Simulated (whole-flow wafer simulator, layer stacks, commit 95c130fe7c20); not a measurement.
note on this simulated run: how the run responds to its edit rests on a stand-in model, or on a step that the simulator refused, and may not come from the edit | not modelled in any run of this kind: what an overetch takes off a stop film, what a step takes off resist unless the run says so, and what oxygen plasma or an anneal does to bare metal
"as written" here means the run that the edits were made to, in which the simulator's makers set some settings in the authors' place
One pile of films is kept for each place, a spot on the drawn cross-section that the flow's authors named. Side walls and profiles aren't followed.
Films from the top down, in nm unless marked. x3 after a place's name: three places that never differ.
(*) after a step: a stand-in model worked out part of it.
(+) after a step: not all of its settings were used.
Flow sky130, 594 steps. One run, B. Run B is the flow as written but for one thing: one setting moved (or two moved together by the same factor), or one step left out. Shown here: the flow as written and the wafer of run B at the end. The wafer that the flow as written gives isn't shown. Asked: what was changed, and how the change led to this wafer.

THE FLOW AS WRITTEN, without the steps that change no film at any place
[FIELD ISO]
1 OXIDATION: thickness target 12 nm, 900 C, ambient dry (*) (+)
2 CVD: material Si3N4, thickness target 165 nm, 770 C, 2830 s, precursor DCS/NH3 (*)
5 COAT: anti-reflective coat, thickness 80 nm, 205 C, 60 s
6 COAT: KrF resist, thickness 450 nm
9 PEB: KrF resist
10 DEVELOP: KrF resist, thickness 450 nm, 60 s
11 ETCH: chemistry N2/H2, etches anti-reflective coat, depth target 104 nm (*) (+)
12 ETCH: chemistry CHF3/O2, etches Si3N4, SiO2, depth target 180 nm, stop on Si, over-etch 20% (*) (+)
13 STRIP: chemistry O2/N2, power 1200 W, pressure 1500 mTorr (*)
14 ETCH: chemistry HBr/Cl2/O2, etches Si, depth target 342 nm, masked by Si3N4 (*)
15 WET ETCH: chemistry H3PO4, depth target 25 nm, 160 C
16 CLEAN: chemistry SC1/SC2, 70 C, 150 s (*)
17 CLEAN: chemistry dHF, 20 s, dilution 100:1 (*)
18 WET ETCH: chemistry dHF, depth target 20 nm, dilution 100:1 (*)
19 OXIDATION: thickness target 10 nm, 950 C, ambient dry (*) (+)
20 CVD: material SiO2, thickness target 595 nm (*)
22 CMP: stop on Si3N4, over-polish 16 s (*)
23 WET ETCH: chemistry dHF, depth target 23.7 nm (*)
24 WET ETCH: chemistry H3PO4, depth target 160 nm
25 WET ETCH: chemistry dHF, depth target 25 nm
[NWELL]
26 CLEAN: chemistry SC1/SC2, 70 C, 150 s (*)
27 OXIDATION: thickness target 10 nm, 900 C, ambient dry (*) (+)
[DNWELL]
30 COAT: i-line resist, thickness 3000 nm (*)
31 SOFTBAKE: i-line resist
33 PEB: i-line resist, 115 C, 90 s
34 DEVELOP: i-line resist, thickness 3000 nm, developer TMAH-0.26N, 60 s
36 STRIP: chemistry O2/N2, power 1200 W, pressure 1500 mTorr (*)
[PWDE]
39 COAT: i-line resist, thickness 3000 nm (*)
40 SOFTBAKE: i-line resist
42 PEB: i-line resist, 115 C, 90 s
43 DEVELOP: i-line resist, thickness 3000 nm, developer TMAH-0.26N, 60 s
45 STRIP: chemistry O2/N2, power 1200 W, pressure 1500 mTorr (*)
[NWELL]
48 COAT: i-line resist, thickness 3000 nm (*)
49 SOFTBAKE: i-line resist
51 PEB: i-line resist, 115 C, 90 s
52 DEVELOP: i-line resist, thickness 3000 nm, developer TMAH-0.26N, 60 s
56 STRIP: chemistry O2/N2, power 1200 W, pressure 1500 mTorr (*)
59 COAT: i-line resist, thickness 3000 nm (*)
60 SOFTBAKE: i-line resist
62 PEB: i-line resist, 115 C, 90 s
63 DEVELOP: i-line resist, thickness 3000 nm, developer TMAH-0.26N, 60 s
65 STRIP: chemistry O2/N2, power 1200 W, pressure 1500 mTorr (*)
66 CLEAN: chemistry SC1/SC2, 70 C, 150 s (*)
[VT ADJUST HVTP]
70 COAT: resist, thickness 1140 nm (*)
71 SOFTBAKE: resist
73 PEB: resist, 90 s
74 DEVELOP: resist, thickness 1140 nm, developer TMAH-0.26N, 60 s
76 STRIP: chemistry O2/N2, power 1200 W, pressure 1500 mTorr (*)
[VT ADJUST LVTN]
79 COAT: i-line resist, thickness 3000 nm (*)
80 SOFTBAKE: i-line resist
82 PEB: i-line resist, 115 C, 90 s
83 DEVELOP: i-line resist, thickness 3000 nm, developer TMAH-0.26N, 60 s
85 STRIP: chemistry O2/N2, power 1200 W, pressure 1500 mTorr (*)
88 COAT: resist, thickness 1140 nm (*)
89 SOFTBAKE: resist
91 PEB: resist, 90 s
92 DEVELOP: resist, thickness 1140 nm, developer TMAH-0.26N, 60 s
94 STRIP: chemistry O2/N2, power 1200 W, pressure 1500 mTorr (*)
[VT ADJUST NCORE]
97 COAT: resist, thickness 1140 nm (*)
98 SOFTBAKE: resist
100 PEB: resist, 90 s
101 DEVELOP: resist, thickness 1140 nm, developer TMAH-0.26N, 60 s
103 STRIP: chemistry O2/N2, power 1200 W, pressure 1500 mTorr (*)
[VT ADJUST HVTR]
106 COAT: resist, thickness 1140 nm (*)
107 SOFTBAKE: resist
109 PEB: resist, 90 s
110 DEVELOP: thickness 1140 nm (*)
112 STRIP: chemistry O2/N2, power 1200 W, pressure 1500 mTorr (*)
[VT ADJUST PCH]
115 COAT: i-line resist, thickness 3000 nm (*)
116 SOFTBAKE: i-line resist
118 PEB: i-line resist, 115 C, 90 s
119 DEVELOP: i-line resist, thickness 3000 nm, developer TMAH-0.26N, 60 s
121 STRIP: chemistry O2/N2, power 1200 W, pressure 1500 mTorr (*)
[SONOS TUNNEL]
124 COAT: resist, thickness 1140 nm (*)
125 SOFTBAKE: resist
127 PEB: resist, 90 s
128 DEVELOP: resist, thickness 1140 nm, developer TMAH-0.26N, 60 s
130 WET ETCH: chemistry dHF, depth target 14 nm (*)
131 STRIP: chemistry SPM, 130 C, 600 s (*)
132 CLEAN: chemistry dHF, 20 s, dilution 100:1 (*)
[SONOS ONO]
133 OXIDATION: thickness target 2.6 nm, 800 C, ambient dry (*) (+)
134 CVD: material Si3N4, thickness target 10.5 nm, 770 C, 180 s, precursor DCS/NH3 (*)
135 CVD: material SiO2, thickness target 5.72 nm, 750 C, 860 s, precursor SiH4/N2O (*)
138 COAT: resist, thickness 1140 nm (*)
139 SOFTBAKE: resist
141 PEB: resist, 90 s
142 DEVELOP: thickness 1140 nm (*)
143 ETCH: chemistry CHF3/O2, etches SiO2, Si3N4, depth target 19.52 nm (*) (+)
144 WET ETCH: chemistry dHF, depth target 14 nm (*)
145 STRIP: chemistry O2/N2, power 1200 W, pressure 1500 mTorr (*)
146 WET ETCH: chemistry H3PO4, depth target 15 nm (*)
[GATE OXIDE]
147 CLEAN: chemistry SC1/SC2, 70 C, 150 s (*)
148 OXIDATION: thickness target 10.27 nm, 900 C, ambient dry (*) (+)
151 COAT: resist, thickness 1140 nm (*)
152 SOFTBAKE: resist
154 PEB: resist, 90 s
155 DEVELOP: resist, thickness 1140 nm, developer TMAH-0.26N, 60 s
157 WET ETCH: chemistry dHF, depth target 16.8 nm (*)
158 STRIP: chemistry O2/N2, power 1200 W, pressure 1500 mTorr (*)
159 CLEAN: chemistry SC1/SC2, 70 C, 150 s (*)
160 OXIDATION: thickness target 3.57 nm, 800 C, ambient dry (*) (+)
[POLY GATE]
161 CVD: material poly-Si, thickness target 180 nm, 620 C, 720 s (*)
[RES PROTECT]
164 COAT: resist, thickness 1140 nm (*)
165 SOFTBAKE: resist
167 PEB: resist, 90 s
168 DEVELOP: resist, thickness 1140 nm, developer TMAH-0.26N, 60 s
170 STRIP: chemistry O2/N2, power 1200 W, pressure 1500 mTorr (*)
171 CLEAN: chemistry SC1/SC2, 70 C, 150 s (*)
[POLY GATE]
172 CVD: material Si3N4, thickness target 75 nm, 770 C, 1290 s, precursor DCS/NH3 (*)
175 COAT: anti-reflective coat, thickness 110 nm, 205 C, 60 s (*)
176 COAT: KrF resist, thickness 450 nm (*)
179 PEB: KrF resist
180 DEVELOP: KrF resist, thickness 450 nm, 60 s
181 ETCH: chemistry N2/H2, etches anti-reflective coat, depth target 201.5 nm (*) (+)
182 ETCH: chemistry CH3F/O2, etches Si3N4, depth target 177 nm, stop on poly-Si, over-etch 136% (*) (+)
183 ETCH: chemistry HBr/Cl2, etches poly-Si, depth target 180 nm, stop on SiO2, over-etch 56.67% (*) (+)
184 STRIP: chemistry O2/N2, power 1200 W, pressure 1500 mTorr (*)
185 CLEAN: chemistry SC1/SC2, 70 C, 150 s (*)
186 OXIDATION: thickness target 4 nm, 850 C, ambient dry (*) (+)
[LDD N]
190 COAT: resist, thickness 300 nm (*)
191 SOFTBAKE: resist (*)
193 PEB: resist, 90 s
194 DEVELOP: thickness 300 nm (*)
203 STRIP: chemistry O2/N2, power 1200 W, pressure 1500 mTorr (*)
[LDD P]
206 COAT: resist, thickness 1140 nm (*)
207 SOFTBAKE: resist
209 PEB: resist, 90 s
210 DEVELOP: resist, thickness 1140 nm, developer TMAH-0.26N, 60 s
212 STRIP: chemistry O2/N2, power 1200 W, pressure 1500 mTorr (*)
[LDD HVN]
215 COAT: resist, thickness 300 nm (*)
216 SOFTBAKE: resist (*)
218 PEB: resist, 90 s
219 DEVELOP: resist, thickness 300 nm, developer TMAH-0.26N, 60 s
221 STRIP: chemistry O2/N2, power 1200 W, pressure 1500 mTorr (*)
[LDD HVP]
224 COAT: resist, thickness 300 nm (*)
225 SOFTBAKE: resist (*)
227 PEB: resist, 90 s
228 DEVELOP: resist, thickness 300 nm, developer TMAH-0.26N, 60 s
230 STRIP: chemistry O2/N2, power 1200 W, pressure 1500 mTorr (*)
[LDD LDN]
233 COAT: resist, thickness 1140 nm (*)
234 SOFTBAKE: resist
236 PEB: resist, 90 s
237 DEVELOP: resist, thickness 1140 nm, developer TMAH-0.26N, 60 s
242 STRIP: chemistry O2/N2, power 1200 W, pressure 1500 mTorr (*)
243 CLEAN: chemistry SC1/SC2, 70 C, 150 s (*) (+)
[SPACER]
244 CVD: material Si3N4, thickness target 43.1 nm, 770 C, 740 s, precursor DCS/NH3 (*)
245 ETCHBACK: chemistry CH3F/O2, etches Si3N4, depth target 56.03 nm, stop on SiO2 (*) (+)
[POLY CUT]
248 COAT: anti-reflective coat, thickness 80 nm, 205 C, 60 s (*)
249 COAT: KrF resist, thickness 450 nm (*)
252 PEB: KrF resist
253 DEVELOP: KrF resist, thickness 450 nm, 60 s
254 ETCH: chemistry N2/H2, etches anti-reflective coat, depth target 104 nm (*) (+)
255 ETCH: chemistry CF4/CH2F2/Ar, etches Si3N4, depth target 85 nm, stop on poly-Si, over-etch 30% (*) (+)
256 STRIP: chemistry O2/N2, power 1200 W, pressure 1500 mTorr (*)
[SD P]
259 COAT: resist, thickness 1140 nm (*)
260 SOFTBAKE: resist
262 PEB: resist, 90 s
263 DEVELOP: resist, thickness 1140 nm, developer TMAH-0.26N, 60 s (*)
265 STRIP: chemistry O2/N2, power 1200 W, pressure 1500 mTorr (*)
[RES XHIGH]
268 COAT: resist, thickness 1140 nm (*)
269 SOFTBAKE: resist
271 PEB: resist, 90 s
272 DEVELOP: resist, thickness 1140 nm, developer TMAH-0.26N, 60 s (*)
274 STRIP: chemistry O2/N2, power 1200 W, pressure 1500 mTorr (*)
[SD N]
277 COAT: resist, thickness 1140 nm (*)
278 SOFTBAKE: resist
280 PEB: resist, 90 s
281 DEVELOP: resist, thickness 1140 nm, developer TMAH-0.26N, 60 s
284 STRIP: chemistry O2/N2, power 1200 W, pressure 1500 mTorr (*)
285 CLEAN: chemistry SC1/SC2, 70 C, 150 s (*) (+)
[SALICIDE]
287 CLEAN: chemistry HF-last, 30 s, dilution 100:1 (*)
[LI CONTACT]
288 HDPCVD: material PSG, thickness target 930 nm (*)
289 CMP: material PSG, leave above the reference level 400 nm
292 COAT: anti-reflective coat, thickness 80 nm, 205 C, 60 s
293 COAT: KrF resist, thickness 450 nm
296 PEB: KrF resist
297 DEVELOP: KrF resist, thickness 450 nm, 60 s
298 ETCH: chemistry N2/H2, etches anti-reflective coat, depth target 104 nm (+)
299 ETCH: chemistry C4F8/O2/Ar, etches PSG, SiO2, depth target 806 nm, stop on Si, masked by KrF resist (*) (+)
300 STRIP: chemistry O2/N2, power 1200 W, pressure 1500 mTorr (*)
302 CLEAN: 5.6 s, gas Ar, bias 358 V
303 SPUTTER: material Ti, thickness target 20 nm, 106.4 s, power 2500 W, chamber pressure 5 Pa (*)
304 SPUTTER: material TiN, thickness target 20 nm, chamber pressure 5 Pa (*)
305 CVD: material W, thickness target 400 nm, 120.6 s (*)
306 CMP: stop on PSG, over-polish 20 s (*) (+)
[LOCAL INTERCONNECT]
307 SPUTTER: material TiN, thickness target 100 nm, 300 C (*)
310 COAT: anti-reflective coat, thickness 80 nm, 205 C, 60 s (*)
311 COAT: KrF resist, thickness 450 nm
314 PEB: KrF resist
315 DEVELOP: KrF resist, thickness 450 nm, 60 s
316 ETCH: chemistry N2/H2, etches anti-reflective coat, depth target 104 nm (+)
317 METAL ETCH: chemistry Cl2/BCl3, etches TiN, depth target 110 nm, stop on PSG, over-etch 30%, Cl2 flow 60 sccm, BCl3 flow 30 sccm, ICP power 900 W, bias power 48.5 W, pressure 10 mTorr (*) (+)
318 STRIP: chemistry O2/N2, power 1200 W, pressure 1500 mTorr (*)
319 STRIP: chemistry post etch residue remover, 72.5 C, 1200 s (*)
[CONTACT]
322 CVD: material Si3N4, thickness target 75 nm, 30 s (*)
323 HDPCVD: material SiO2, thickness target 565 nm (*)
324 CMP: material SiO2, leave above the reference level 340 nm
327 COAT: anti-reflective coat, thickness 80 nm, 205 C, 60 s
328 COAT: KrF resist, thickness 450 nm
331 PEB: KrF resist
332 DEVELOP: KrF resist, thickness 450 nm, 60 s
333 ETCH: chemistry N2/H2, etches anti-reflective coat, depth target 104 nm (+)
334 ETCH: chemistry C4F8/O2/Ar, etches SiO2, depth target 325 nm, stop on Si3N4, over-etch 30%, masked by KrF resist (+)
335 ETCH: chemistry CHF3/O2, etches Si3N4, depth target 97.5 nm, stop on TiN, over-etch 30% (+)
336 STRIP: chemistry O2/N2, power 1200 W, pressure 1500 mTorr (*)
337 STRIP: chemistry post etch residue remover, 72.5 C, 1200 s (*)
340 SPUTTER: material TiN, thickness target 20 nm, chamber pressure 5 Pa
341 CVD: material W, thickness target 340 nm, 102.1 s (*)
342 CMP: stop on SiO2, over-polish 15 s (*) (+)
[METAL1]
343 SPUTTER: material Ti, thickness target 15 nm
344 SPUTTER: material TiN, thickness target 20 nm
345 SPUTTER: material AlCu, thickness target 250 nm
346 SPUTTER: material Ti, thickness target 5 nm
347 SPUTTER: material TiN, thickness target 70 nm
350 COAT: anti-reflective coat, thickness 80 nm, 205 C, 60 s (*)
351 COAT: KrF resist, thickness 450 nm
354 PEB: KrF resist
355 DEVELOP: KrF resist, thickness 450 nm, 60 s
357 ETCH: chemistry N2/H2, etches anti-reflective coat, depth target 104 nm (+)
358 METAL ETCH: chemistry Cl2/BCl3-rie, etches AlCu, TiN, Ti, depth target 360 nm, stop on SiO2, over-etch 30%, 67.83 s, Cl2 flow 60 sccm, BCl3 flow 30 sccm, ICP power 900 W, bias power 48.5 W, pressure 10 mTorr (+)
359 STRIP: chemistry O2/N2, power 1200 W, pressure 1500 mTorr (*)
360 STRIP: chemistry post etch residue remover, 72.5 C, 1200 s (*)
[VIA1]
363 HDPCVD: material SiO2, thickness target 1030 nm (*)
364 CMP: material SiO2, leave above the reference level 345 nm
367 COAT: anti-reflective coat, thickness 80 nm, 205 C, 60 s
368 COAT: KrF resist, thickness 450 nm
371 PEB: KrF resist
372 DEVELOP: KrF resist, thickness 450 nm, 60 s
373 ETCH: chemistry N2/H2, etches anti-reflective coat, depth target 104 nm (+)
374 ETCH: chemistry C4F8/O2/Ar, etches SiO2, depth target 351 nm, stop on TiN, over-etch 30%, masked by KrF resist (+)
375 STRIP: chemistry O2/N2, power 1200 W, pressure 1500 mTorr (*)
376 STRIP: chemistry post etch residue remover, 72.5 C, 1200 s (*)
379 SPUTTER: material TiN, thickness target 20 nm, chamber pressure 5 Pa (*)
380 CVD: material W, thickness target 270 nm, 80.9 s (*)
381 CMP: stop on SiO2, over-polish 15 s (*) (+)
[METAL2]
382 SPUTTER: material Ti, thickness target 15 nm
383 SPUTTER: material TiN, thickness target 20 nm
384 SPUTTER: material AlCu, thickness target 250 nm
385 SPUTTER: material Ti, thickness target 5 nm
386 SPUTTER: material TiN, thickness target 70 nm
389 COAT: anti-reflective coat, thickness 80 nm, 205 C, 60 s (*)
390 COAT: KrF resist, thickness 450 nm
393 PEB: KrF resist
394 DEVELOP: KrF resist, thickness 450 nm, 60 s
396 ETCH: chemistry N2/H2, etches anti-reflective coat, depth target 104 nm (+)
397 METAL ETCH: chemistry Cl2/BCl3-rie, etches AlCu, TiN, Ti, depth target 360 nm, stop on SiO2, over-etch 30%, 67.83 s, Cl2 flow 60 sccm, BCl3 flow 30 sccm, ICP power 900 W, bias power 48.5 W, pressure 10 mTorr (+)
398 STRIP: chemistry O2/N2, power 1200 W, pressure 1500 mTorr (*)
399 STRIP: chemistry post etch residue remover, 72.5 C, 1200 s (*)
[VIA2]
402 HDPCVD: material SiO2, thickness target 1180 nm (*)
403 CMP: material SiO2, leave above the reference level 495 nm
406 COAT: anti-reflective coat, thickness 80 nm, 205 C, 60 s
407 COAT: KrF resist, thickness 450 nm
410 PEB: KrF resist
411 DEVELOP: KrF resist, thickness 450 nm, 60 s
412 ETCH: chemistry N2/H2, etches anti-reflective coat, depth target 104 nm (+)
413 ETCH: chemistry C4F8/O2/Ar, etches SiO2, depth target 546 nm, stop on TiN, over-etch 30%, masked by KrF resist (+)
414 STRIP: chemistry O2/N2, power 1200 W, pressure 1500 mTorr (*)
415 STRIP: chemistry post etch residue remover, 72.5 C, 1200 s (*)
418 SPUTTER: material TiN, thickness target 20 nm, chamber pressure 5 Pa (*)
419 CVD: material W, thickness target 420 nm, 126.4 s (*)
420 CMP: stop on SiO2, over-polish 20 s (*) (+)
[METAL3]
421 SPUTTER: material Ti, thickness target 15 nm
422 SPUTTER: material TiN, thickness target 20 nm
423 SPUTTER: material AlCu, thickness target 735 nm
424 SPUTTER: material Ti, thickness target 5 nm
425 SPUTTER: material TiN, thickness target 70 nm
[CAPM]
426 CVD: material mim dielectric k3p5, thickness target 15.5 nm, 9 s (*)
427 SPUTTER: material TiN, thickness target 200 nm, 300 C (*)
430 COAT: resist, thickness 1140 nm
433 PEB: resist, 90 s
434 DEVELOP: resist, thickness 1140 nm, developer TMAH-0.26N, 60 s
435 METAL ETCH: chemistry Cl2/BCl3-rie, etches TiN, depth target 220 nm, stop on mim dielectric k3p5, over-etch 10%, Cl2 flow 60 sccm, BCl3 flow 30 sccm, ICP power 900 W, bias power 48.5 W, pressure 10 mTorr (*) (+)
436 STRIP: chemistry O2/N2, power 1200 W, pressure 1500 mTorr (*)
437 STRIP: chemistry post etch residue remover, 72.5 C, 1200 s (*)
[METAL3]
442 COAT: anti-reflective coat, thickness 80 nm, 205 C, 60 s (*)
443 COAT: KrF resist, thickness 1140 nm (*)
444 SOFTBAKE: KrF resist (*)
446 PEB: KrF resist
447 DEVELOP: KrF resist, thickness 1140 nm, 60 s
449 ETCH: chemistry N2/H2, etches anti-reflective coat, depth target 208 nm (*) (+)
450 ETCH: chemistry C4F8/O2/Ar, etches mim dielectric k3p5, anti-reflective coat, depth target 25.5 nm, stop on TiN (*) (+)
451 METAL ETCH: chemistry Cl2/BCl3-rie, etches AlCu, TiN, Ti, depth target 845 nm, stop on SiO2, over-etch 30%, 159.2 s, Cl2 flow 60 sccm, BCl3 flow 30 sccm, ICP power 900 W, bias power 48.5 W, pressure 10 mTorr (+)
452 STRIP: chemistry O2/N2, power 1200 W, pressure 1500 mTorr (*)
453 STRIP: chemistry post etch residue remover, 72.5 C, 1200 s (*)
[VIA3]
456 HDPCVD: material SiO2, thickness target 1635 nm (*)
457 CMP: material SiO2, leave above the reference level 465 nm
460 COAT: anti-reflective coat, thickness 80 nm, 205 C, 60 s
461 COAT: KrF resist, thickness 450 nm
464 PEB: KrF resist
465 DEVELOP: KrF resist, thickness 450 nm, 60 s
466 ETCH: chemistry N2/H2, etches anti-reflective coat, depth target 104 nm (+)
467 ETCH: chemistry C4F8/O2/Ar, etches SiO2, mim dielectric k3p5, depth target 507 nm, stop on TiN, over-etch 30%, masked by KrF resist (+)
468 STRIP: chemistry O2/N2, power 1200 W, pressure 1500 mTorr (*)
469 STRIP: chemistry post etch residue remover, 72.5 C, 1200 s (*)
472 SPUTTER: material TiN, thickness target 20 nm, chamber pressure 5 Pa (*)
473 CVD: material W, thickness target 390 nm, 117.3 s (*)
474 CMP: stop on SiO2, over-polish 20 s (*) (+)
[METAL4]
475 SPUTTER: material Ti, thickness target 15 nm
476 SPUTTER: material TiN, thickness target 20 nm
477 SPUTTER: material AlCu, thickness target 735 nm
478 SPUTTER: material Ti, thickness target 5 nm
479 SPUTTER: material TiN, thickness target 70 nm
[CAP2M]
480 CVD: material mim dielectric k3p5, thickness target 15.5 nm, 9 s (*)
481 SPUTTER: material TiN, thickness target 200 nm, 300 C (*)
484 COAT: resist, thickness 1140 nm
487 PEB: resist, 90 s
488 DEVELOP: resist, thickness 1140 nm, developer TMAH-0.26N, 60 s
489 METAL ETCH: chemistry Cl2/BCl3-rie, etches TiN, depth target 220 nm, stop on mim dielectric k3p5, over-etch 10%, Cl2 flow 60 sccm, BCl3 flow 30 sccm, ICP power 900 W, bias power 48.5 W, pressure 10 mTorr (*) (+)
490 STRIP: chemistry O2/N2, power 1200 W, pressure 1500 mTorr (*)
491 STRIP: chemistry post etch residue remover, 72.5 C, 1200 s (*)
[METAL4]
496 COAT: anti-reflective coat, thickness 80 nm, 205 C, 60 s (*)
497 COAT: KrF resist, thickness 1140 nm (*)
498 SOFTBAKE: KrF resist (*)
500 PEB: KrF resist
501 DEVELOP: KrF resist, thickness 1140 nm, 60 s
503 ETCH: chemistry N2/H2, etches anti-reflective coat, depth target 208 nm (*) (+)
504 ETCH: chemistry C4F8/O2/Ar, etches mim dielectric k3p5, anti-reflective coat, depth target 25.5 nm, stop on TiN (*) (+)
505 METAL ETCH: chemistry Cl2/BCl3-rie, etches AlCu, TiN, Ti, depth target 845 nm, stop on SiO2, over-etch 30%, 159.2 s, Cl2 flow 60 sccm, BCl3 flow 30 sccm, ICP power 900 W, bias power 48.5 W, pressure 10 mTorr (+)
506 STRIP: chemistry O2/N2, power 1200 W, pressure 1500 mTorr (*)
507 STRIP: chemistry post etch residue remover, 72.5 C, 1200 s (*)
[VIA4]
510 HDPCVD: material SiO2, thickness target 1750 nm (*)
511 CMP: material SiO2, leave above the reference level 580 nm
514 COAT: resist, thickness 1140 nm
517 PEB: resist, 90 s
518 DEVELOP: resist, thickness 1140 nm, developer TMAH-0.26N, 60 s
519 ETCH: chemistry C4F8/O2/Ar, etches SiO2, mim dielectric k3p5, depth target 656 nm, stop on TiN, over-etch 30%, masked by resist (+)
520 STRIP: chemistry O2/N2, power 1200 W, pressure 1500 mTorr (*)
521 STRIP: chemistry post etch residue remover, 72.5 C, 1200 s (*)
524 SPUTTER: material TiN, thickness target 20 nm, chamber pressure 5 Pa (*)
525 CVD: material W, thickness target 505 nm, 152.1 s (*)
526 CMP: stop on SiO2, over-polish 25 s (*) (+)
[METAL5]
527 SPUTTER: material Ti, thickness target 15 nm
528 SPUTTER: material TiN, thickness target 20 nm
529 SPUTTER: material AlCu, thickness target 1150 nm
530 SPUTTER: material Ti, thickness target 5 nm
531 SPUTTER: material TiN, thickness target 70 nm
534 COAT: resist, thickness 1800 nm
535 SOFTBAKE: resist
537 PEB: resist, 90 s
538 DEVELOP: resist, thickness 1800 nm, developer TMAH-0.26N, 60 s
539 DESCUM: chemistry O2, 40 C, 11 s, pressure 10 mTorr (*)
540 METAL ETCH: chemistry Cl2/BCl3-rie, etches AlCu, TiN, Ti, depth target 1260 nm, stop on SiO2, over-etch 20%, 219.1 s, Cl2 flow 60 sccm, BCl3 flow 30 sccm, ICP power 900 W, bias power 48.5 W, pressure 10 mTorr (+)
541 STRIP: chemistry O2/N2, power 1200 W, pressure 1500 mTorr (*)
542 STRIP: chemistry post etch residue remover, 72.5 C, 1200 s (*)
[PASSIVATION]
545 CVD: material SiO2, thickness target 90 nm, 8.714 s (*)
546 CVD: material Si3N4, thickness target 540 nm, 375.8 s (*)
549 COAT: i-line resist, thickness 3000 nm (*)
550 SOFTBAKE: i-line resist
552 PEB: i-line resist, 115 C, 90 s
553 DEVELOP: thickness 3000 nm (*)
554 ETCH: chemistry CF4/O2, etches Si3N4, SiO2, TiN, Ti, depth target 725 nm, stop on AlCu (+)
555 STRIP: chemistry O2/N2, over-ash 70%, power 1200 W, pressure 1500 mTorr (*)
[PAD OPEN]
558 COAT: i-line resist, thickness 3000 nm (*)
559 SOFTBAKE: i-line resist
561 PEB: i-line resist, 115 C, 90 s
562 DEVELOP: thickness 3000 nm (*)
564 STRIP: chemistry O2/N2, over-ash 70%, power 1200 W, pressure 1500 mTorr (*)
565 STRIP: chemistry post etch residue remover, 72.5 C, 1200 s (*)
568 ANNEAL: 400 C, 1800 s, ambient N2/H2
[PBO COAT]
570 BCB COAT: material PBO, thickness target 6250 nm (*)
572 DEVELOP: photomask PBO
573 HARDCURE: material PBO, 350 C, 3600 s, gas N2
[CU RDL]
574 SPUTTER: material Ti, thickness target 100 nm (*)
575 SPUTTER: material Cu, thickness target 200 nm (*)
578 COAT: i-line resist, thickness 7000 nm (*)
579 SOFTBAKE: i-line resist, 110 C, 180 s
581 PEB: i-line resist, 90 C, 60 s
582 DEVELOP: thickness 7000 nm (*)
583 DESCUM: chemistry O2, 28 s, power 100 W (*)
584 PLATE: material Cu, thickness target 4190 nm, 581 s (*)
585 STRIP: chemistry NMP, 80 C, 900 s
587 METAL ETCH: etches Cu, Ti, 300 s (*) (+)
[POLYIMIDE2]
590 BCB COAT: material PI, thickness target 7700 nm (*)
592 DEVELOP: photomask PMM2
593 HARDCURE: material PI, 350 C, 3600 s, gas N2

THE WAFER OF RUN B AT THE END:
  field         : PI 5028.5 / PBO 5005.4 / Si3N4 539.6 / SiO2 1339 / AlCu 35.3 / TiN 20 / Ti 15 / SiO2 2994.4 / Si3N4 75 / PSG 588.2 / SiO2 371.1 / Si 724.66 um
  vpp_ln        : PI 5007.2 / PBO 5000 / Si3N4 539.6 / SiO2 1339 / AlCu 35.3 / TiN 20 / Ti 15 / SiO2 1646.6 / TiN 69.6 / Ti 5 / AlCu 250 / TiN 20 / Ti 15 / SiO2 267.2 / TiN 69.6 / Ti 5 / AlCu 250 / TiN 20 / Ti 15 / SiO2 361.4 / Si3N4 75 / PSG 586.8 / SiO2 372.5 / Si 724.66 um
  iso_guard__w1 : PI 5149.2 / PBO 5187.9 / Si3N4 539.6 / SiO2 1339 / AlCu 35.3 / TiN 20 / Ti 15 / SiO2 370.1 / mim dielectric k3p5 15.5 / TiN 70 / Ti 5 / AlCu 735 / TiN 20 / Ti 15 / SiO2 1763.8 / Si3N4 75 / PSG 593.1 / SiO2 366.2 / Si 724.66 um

The cause: step 505, METAL ETCH: depth target 591.5 nm was run, where the flow has depth target 845 nm.

How the change led to this, step by step:
  505 METAL ETCH: chemistry Cl2/BCl3-rie, etches AlCu, TiN, Ti, depth target 845 nm, stop on SiO2, over-etch 30%, 159.2 s, Cl2 flow 60 sccm, BCl3 flow 30 sccm, ICP power 900 W, bias power 48.5 W, pressure 10 mTorr (+)
      field, active, gate and 70 more: TiN -70 (all of it), Ti -5 (all of it), AlCu -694 (as written it would be: TiN -70 (all of it), Ti -5 (all of it), AlCu -735 (all of it), TiN -20 (all of it), Ti -15 (all of it), SiO2 -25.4)
      vpp_iso1, mim_edge_plate, m1_ln and 12 more: TiN -70 (all of it), Ti -5 (all of it), AlCu -694 (as written it would be: TiN -70 (all of it), Ti -5 (all of it), AlCu -735 (all of it), TiN -20 (all of it), Ti -15 (all of it), SiO2 -25.3)
      (and at 105 more places)
  506 STRIP: chemistry O2/N2, power 1200 W, pressure 1500 mTorr (*)
      n_well, p_well, gate_hv and 81 more: KrF resist -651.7 (all of it), anti-reflective coat -80 (all of it) (as written it would be: KrF resist -486.9 (all of it), anti-reflective coat -80 (all of it))
      m1, via3_hole: KrF resist -651.8 (all of it), anti-reflective coat -80.5 (all of it) (as written it would be: KrF resist -487 (all of it), anti-reflective coat -80.5 (all of it))
      (and at 19 more places)
  507 STRIP: chemistry post etch residue remover, 72.5 C, 1200 s (*)
      field, active, gate and 85 more: AlCu -5.72 (as written it would be: nothing)
  510 HDPCVD: material SiO2, thickness target 1750 nm (*)
      field, active, gate and 85 more: SiO2 +1750 (new film) (as written it would be: SiO2 +1750)
  511 CMP: material SiO2, leave above the reference level 580 nm
      field, active, gate and 76 more: SiO2 -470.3 (as written it would be: SiO2 -374.7)
      iso_guard__w1, mim_edge_gap, vpp_l1ln and 6 more: SiO2 -470.3 (as written it would be: SiO2 -374.6)
Counting metal films that touch as one body, field has 1 body; the flow as written gives 0 bodies.
Counting metal films that touch as one body, vpp_ln has 3 bodies (between them, from the top down: SiO2 1646.6; SiO2 267.2); the flow as written gives 2 bodies (between them, from the top down: SiO2 267.2).
Counting metal films that touch as one body, iso_guard__w1 has 2 bodies (between them, from the top down: SiO2 370.1 / mim dielectric k3p5 15.5); the flow as written gives 1 body.
